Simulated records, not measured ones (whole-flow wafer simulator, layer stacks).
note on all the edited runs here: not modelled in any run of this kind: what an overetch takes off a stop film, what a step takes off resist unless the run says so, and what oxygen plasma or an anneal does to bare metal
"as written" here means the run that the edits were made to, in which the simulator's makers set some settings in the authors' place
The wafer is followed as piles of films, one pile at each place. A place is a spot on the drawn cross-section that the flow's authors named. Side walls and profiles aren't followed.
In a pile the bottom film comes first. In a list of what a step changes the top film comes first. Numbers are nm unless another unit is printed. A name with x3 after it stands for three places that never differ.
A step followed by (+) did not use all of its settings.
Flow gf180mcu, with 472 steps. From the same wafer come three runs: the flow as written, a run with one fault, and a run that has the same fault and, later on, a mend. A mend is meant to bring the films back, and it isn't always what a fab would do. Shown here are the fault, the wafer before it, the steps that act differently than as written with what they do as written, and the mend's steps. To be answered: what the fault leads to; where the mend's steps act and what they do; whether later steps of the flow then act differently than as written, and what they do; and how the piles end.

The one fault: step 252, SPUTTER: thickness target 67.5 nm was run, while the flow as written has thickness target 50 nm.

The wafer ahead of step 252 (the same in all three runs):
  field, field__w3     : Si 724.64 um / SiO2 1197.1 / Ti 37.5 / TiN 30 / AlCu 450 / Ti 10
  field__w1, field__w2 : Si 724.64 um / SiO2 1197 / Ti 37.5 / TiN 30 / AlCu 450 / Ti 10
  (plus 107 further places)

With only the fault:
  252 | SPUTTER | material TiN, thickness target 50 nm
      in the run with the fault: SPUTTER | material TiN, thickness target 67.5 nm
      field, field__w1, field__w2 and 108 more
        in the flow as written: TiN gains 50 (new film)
        in the run with the fault: TiN gains 67.5 (new film)
  Steps further on in the flow that do not act as written (5 more steps, not shown, differ only slightly: by at most 2% or 0.5 nm, whichever is larger):
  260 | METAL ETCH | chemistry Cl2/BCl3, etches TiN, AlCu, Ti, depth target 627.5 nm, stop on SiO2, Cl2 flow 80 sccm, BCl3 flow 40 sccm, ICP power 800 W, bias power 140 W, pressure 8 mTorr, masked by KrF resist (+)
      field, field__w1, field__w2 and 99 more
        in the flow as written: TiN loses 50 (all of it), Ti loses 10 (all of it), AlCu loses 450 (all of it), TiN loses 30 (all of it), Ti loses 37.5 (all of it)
        in the run with the fault: TiN loses 67.5 (all of it), Ti loses 10 (all of it), AlCu loses 450 (all of it), TiN loses 30 (all of it), Ti loses 37.5 (all of it)
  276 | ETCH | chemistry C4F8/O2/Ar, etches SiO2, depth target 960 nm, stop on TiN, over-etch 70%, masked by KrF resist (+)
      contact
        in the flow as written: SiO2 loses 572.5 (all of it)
        in the run with the fault: SiO2 loses 555 (all of it)
  At field__w8, contact, m1 and 6 more, the piles at the end differ from the flow's by more than 2% or 0.5 nm, whichever is larger.
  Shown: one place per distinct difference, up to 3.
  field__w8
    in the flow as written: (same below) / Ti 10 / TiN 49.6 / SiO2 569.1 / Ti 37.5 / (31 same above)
    in the run with the fault: (same below) / Ti 10 / TiN 67.1 / SiO2 551.6 / Ti 37.5 / (31 same above)
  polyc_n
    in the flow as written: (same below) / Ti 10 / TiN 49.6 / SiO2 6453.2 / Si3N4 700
    in the run with the fault: (same below) / Ti 10 / TiN 67.1 / SiO2 6435.7 / Si3N4 700
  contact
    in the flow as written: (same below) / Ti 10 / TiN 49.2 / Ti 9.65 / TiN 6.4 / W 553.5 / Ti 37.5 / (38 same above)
    in the run with the fault: (same below) / Ti 10 / TiN 66.7 / Ti 9.75 / TiN 6.47 / W 535.8 / Ti 37.5 / (38 same above)

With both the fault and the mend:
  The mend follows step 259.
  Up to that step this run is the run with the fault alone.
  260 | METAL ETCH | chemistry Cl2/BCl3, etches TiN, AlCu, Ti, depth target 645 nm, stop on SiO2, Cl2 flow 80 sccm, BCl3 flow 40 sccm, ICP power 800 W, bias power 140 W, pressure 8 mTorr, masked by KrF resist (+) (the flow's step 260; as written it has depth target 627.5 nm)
      field, field__w1, field__w2 and 99 more
        TiN loses 67.5 (all of it), Ti loses 10 (all of it), AlCu loses 450 (all of it), TiN loses 30 (all of it), Ti loses 37.5 (all of it)
      field__w8, contact, m1 and 6 more
        KrF resist loses 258
  Steps further on in the flow that do not act as written (6 more steps, not shown, differ only slightly: by at most 2% or 0.5 nm, whichever is larger):
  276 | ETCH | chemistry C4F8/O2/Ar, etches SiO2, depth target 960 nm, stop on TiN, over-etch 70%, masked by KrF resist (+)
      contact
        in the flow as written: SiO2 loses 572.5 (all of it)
        in the run with the mend: SiO2 loses 555 (all of it)
  At field__w8, contact, m1 and 6 more, the piles at the end differ from the flow's by more than 2% or 0.5 nm, whichever is larger.
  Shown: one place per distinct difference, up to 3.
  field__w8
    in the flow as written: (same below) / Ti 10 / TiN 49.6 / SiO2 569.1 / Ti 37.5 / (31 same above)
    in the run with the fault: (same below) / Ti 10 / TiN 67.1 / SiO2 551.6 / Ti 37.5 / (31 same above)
    in the run with the mend: (same below) / Ti 10 / TiN 67.1 / SiO2 551.6 / Ti 37.5 / (31 same above)
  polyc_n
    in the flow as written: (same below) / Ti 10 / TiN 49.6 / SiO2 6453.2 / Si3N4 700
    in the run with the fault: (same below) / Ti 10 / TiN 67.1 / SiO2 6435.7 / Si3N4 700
    in the run with the mend: (same below) / Ti 10 / TiN 67.1 / SiO2 6435.7 / Si3N4 700
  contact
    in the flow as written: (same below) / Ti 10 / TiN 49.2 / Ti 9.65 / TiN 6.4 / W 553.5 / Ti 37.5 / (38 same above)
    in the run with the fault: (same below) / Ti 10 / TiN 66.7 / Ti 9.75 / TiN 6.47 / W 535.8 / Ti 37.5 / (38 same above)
    in the run with the mend: (same below) / Ti 10 / TiN 66.7 / Ti 9.75 / TiN 6.47 / W 535.8 / Ti 37.5 / (38 same above)
